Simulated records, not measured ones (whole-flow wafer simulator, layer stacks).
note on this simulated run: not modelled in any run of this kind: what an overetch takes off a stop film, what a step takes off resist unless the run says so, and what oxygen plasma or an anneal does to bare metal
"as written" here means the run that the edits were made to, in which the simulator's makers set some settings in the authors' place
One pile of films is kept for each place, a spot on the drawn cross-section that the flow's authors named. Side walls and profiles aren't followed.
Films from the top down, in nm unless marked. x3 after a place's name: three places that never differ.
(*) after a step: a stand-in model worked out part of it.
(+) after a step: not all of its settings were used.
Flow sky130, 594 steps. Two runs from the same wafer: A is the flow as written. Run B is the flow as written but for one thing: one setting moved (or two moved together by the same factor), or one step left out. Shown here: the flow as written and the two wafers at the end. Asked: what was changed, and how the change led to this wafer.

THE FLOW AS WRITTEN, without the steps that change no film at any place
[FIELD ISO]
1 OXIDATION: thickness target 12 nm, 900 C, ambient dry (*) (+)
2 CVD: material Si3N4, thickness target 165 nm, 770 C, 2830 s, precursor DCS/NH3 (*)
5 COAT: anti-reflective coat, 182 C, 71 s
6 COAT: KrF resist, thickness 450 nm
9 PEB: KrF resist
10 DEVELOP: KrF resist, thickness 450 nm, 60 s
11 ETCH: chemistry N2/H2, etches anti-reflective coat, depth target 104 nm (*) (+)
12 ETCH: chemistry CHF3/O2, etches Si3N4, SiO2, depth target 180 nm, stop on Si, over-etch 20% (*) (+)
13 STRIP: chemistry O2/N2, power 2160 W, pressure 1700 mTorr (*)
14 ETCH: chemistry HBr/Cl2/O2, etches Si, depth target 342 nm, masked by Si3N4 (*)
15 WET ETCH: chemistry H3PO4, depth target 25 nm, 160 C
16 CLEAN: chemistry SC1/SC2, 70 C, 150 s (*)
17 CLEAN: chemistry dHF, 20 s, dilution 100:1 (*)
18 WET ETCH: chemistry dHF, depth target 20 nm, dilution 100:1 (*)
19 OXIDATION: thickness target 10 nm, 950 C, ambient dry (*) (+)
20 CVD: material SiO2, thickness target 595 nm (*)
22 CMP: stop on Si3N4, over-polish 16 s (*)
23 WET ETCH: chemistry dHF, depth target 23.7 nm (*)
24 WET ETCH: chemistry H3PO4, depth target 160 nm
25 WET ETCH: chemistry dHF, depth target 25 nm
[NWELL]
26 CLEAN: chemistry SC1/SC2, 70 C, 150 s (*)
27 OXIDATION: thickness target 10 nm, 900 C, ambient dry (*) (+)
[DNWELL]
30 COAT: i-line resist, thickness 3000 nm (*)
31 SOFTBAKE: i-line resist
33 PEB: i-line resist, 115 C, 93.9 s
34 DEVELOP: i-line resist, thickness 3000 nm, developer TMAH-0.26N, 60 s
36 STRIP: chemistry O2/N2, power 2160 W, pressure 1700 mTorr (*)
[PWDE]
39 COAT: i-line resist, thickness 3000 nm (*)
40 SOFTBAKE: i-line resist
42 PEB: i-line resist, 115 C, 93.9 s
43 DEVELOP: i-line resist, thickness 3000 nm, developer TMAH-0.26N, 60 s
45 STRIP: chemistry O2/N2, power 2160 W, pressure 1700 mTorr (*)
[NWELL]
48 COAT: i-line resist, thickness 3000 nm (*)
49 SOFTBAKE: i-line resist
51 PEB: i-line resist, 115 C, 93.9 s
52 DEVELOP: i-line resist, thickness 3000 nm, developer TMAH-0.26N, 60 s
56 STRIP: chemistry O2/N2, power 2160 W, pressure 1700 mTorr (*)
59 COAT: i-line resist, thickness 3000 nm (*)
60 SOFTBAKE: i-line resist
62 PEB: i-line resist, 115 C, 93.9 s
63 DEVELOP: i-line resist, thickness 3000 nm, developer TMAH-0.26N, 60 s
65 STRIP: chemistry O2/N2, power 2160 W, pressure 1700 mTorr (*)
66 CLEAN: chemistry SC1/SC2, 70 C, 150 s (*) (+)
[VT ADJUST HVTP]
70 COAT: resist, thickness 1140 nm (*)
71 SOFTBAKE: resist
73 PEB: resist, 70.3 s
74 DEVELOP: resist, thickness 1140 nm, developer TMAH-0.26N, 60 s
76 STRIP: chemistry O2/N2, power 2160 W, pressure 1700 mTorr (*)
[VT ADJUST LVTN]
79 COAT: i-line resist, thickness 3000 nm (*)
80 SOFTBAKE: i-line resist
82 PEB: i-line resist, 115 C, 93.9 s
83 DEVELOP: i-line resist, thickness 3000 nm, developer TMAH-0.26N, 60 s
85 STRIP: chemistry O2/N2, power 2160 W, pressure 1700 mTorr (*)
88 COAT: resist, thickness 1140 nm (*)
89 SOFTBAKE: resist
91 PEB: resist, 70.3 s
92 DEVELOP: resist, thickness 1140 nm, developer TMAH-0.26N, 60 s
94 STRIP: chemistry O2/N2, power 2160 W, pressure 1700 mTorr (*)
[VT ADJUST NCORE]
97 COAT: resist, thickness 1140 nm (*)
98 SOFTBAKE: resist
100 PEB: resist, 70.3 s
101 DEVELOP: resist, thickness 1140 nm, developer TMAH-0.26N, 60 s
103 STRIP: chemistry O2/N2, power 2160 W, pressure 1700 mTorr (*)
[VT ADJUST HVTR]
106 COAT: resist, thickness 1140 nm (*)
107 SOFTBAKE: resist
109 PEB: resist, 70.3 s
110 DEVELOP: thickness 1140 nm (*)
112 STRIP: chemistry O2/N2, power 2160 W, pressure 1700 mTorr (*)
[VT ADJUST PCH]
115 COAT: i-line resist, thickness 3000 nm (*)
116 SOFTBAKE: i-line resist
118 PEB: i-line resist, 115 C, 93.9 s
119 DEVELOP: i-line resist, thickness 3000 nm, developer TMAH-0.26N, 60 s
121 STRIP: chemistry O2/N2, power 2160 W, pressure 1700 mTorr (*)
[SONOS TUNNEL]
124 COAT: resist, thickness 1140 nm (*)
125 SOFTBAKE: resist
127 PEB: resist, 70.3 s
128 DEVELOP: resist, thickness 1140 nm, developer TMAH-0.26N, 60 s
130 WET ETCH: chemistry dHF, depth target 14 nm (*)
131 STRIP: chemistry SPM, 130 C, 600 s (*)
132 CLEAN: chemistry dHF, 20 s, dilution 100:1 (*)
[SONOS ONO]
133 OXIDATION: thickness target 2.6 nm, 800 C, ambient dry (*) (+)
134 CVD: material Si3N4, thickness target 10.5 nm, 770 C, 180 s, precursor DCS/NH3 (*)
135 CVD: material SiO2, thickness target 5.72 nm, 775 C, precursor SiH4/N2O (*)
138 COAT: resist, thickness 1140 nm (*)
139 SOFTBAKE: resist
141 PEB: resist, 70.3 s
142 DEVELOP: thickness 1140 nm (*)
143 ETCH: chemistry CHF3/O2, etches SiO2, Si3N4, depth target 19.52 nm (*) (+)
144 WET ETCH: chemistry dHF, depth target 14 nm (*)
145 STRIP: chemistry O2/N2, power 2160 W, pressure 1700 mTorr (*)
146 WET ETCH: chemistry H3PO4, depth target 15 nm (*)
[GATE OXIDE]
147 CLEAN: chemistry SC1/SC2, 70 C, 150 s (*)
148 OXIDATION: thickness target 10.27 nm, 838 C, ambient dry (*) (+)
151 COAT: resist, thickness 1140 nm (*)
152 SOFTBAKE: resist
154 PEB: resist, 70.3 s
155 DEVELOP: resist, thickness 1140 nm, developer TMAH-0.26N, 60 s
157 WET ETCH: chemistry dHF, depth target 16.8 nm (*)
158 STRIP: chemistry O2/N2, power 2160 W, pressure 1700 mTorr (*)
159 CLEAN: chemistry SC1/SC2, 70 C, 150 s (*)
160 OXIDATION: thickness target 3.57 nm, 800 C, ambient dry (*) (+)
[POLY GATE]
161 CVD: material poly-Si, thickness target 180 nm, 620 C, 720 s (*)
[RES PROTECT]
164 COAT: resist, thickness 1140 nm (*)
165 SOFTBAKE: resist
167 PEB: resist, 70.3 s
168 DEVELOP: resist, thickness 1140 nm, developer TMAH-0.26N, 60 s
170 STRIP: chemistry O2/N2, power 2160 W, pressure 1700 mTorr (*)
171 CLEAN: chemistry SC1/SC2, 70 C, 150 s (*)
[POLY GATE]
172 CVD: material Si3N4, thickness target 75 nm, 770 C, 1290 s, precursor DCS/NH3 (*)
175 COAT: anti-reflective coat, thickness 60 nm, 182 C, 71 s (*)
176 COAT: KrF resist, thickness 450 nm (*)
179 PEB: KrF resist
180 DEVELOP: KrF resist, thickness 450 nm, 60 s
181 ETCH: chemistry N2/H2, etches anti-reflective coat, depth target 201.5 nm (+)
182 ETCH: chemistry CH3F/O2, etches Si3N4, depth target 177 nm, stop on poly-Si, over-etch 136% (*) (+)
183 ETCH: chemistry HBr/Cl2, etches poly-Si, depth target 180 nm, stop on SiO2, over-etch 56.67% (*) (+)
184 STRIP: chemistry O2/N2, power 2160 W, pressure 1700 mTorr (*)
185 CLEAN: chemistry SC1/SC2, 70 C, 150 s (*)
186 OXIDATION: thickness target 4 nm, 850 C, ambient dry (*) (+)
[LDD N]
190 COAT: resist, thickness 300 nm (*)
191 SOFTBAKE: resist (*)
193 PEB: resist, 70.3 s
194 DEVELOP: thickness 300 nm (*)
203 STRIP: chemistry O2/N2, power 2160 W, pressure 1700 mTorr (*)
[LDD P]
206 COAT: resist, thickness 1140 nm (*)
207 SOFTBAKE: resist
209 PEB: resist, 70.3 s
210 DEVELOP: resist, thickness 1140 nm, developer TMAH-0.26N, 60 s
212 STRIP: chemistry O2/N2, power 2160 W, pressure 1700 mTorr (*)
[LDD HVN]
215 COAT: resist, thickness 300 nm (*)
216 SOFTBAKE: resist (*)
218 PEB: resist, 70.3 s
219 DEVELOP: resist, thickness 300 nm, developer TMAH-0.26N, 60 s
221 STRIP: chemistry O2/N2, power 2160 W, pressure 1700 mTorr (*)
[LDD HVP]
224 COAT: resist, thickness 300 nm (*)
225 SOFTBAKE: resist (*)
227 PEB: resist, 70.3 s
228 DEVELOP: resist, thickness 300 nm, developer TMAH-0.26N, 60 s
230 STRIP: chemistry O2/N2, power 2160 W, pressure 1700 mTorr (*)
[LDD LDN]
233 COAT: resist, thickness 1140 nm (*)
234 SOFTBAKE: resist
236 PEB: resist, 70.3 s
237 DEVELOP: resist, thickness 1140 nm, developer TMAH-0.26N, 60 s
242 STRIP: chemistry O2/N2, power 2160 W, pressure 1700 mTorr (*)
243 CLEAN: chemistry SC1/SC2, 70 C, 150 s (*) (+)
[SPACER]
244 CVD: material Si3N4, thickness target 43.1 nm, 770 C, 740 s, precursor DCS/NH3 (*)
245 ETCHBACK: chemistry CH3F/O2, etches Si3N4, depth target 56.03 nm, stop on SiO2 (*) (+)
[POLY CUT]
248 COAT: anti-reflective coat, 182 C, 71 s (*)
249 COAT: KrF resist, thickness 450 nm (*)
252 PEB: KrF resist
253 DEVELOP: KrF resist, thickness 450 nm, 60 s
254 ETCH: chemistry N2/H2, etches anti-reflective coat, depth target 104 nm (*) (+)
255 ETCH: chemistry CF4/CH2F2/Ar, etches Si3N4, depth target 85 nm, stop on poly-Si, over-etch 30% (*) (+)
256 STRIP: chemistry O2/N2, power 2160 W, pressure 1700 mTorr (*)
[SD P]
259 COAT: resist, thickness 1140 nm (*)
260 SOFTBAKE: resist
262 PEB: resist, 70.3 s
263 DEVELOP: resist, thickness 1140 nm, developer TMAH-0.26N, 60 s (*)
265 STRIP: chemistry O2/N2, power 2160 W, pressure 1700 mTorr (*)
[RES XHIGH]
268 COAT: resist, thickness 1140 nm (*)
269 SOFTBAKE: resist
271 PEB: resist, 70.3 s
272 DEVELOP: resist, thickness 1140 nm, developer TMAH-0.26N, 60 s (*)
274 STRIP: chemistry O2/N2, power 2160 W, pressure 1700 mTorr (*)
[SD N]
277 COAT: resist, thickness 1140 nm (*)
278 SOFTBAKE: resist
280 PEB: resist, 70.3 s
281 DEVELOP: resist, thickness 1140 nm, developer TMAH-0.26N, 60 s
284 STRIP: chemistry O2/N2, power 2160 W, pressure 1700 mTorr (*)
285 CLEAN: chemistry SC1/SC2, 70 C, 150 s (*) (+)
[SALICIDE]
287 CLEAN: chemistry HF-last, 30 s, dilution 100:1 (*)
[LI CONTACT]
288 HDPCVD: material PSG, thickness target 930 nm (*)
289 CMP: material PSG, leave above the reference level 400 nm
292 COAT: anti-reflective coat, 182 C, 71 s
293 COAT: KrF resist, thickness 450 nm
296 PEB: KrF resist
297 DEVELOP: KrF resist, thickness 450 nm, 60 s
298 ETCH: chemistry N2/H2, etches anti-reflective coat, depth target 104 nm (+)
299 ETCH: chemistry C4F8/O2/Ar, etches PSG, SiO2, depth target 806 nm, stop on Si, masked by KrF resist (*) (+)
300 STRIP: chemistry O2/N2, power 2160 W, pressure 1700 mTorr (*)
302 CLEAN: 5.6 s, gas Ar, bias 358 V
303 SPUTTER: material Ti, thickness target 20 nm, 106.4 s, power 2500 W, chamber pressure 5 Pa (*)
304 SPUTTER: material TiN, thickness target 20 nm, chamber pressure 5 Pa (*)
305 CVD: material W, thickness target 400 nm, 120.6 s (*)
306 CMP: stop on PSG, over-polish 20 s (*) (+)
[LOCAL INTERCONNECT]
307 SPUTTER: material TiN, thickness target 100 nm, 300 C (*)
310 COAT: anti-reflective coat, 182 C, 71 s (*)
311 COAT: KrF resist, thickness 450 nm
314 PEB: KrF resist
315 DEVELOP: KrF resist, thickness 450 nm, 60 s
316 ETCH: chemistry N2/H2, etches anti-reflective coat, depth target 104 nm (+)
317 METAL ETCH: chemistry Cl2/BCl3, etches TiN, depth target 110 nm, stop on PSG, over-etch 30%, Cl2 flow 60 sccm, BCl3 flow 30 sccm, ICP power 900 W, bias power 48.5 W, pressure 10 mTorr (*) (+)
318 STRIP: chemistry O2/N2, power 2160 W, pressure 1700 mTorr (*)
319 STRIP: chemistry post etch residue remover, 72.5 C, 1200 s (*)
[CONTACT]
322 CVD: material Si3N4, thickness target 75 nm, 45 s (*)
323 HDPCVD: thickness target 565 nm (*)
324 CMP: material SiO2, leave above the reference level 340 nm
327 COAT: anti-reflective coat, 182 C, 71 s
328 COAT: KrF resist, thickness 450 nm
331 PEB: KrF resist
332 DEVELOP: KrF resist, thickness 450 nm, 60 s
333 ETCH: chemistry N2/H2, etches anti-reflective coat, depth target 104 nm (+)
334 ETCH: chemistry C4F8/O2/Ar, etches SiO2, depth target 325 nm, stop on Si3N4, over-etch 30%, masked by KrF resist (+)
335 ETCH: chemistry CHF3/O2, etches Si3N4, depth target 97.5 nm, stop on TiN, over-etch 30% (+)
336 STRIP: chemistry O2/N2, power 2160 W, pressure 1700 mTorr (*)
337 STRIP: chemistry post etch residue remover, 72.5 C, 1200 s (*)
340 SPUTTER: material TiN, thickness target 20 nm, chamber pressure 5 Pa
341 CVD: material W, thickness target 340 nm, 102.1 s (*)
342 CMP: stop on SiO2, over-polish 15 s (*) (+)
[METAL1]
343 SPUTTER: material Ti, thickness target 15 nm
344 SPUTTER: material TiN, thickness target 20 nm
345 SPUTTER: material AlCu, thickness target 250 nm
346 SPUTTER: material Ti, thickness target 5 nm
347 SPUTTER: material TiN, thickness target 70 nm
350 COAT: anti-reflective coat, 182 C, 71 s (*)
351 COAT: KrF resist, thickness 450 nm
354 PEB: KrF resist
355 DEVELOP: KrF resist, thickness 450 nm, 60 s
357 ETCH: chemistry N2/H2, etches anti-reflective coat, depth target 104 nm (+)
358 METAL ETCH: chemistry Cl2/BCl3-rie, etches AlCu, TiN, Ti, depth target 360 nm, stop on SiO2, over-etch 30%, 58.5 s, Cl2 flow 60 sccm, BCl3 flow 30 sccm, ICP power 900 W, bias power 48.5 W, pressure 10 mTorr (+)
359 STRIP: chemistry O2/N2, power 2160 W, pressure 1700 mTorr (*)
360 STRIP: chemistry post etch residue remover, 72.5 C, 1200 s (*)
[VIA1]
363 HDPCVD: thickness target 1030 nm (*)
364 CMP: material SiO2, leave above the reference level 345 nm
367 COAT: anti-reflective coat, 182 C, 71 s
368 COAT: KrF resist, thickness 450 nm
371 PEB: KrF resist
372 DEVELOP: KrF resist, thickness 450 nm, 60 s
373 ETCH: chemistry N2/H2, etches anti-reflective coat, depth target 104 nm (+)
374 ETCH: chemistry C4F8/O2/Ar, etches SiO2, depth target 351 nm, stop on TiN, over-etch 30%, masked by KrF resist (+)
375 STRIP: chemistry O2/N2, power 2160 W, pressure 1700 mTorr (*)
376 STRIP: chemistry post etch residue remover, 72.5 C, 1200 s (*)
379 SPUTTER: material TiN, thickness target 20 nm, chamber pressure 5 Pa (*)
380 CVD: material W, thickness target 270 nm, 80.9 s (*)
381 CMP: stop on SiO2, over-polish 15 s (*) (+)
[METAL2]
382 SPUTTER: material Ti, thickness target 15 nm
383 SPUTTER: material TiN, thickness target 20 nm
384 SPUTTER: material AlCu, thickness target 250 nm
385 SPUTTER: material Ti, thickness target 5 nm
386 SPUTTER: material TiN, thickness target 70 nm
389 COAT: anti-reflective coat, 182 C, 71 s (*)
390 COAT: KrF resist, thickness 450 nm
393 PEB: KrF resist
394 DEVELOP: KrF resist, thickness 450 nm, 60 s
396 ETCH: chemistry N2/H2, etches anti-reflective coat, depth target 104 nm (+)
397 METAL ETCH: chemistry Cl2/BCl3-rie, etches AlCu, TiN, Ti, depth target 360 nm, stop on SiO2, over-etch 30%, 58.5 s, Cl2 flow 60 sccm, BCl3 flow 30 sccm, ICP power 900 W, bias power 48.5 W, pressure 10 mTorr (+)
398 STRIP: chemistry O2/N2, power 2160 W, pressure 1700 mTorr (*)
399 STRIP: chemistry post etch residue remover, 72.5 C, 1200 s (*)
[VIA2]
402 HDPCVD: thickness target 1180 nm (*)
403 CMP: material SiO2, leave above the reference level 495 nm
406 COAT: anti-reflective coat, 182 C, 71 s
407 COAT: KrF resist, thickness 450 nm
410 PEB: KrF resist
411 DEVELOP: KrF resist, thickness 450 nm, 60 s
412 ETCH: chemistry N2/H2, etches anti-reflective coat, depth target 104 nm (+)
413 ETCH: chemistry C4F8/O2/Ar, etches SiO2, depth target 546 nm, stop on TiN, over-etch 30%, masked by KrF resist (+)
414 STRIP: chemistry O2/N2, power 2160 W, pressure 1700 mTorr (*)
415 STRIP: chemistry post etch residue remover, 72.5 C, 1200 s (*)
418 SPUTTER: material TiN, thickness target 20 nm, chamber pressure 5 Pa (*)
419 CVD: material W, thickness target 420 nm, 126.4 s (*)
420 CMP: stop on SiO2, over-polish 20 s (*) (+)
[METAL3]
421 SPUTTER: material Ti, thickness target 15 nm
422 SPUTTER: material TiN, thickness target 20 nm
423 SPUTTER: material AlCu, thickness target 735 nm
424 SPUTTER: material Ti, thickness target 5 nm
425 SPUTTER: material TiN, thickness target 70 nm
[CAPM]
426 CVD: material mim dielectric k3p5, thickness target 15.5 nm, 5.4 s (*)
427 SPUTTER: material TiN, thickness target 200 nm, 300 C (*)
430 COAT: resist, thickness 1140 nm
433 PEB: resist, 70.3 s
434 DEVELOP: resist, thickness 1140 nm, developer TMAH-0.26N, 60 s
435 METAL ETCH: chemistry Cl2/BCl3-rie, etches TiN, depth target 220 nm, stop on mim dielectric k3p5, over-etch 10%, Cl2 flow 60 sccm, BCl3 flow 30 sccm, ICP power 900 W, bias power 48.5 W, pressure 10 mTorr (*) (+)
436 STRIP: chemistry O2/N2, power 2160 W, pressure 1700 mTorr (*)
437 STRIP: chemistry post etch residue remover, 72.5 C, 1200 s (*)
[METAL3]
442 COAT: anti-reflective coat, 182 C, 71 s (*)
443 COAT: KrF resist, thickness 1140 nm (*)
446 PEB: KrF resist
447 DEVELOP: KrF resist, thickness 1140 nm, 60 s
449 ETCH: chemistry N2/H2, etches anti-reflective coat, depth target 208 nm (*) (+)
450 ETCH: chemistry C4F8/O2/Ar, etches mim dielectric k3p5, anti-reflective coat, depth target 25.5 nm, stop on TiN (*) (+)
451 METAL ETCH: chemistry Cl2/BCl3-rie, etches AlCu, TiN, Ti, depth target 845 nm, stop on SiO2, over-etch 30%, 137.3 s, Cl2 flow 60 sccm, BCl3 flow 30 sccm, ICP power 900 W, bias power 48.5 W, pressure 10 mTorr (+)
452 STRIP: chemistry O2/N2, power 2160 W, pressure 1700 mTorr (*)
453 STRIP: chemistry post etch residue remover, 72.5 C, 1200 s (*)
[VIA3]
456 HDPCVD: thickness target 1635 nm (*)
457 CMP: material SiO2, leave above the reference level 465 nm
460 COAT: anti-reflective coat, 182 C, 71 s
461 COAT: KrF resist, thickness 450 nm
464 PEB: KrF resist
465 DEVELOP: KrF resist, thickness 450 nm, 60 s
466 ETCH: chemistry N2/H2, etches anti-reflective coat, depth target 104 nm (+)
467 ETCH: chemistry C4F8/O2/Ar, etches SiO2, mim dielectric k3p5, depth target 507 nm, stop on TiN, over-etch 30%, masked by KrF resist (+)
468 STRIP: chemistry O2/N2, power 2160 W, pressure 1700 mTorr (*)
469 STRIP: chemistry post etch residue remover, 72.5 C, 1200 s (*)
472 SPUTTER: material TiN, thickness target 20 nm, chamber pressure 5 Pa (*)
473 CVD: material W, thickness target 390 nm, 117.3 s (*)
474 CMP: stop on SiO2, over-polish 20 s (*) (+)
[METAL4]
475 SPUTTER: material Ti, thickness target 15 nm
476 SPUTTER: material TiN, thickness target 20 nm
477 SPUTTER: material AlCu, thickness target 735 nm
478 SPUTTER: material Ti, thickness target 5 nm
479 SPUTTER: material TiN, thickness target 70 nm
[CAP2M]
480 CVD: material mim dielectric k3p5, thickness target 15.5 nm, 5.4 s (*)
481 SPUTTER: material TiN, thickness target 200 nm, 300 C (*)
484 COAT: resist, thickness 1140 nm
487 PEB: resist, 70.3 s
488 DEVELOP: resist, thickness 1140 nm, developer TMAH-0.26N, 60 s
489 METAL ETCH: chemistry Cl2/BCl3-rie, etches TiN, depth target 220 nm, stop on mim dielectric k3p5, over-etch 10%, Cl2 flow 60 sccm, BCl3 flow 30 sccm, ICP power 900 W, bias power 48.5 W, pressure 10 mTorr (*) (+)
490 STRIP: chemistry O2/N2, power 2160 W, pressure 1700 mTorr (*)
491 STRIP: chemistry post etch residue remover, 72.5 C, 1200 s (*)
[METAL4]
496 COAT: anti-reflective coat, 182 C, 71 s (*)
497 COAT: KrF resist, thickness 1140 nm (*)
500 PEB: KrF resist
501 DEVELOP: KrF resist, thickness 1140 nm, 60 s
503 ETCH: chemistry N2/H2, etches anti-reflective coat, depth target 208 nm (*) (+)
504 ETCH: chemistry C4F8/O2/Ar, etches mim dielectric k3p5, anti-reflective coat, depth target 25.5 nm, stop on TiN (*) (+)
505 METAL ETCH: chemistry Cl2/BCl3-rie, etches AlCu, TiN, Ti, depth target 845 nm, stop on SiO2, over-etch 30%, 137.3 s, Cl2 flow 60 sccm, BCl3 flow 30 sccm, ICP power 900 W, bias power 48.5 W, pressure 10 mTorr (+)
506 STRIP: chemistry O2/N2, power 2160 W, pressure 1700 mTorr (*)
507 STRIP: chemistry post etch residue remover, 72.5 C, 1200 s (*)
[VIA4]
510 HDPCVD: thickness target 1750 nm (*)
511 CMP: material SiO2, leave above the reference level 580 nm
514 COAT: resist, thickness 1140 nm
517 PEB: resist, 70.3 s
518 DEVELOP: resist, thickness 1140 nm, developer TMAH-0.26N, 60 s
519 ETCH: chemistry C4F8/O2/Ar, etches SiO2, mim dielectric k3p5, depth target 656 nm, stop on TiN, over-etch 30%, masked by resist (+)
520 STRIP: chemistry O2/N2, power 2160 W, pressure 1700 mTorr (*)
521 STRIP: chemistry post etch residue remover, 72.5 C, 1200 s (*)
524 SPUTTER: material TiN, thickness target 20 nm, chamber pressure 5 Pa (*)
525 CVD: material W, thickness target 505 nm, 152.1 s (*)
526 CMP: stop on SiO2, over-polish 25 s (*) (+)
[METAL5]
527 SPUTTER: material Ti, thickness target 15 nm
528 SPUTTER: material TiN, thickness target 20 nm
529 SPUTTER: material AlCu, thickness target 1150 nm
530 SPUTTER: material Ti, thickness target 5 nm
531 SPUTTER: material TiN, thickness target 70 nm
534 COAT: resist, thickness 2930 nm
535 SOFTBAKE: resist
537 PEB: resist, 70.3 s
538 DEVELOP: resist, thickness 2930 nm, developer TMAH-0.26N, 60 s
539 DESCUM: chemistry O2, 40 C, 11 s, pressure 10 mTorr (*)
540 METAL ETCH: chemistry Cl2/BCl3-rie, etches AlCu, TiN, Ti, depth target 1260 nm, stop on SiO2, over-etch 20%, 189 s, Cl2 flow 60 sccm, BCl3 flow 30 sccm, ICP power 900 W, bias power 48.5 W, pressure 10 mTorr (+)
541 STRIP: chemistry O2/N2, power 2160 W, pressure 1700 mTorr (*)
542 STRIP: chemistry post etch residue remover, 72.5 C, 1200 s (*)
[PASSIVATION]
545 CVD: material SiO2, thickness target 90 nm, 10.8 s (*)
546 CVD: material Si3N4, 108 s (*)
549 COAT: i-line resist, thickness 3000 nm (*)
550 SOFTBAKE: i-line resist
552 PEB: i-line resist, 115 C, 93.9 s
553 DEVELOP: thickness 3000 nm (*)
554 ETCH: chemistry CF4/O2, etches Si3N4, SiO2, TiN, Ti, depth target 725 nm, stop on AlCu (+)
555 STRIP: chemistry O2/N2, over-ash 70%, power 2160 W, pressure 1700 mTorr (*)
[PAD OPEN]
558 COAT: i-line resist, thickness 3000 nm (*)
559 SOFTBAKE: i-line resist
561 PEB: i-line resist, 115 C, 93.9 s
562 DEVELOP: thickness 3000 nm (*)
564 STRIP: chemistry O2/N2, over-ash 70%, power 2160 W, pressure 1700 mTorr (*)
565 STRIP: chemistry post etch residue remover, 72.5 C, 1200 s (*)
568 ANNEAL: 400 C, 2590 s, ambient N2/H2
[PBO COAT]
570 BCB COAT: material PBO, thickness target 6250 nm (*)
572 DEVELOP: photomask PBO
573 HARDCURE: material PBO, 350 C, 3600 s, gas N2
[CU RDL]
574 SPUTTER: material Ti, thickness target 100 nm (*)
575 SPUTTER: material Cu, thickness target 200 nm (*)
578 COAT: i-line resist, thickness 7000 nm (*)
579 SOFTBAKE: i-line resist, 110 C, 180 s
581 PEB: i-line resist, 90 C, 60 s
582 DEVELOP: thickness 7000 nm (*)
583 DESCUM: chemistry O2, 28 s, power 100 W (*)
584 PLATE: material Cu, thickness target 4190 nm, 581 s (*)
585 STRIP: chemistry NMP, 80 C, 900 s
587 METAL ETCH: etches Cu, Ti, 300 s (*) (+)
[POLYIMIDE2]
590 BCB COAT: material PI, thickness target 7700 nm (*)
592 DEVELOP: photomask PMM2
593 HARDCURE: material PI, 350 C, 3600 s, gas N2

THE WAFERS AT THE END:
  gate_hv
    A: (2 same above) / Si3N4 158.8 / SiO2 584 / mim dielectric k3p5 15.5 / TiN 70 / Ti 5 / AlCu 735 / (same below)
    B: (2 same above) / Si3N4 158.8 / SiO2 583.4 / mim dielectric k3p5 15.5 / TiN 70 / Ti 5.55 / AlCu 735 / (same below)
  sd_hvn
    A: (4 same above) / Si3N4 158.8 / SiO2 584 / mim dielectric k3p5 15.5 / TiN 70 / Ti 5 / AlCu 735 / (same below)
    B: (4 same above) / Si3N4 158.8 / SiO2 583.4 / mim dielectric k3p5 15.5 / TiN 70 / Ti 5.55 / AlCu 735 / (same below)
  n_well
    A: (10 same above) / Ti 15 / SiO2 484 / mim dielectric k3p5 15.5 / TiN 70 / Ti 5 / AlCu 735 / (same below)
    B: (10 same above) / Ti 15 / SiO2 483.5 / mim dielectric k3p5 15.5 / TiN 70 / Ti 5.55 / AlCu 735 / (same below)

The cause: step 478, SPUTTER: thickness target 5.55 nm was run, where the flow has thickness target 5 nm.
It can be read off the wafer: gate_hv has Ti 5.55, and step 478 as written asks for 5 nm.

How the change led to this, step by step:
  478 SPUTTER: material Ti, thickness target 5 nm
      field, active, n_well and 189 more: A Ti +5 (new film) | B Ti +5.55 (new film)
  505 METAL ETCH: chemistry Cl2/BCl3-rie, etches AlCu, TiN, Ti, depth target 845 nm, stop on SiO2, over-etch 30%, 137.3 s, Cl2 flow 60 sccm, BCl3 flow 30 sccm, ICP power 900 W, bias power 48.5 W, pressure 10 mTorr (+)
      field, gate, spacer and 68 more: A TiN -70 (all of it), Ti -5 (all of it), AlCu -735 (all of it), TiN -20 (all of it), Ti -15 (all of it), SiO2 -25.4 | B TiN -70 (all of it), Ti -5.55 (all of it), AlCu -735 (all of it), TiN -20 (all of it), Ti -15 (all of it), SiO2 -25.3
      active, vpp_iso1, mim_edge_plate and 14 more: A TiN -70 (all of it), Ti -5 (all of it), AlCu -735 (all of it), TiN -20 (all of it), Ti -15 (all of it), SiO2 -25.3 | B TiN -70 (all of it), Ti -5.55 (all of it), AlCu -735 (all of it), TiN -20 (all of it), Ti -15 (all of it), SiO2 -25.3
